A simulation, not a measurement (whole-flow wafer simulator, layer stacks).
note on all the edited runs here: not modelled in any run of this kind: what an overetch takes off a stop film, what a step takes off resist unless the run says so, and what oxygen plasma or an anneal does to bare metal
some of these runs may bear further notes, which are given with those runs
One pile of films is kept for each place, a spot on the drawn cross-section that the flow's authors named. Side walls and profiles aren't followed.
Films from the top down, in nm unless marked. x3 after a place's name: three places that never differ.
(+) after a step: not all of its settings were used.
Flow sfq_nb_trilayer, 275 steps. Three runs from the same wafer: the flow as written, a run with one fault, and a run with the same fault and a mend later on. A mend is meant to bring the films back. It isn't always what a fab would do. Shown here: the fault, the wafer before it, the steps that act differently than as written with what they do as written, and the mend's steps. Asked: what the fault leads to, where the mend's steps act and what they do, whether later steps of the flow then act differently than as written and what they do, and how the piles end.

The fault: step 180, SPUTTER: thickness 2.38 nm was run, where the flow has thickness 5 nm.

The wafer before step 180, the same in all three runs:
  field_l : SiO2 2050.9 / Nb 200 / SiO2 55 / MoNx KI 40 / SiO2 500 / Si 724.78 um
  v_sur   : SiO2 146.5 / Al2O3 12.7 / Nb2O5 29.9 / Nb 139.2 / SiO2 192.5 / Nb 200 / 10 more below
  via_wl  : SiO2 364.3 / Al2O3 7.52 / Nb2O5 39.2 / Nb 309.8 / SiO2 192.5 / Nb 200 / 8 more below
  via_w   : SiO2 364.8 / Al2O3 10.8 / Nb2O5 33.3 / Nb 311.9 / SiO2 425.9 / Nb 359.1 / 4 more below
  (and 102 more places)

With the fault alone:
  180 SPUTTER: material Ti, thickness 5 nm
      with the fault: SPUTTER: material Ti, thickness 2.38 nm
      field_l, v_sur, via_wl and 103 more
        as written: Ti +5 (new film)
        with the fault: Ti +2.38 (new film)
  Later steps of the flow that act differently than as written (20 more steps differ only slightly, by at most 2% or 0.5 nm, whichever is larger, and aren't shown):
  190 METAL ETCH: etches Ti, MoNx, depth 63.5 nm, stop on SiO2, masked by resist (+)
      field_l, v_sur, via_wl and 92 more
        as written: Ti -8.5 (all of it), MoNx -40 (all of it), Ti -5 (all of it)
        with the fault: Ti -8.5 (all of it), MoNx -40 (all of it), Ti -2.38 (all of it)
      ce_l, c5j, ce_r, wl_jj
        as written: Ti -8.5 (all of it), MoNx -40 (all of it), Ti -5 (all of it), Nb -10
        with the fault: Ti -8.5 (all of it), MoNx -40 (all of it), Ti -2.38 (all of it), Nb -12.6
  At the end the piles differ from the flow's by more than 2% or 0.5 nm, whichever is larger, at be_r, r_sur, res, r_end, r5r_line_l, r5r_line_c, r5r_line_r.
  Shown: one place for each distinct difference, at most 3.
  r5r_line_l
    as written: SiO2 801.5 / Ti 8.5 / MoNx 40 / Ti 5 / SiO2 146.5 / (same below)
    with the fault: SiO2 804.1 / Ti 8.5 / MoNx 40 / Ti 2.38 / SiO2 146.5 / (same below)
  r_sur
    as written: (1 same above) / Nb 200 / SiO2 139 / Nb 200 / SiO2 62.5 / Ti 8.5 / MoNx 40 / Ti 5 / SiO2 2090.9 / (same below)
    with the fault: (1 same above) / Nb 200 / SiO2 141.6 / Nb 200 / SiO2 62.5 / Ti 8.5 / MoNx 40 / Ti 2.38 / SiO2 2090.9 / (same below)
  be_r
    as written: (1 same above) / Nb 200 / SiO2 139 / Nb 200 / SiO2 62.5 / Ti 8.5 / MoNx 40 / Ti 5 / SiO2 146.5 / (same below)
    with the fault: (1 same above) / Nb 200 / SiO2 141.6 / Nb 200 / SiO2 62.5 / Ti 8.5 / MoNx 40 / Ti 2.38 / SiO2 146.5 / (same below)

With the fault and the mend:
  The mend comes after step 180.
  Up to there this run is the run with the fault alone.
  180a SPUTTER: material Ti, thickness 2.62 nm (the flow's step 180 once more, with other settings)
      field_l, v_sur, via_wl and 103 more
        Ti +2.62
  No later step of the flow acts differently than as written at any place that is followed.
  At the end the piles are the same as the flow's at every place that both follow.
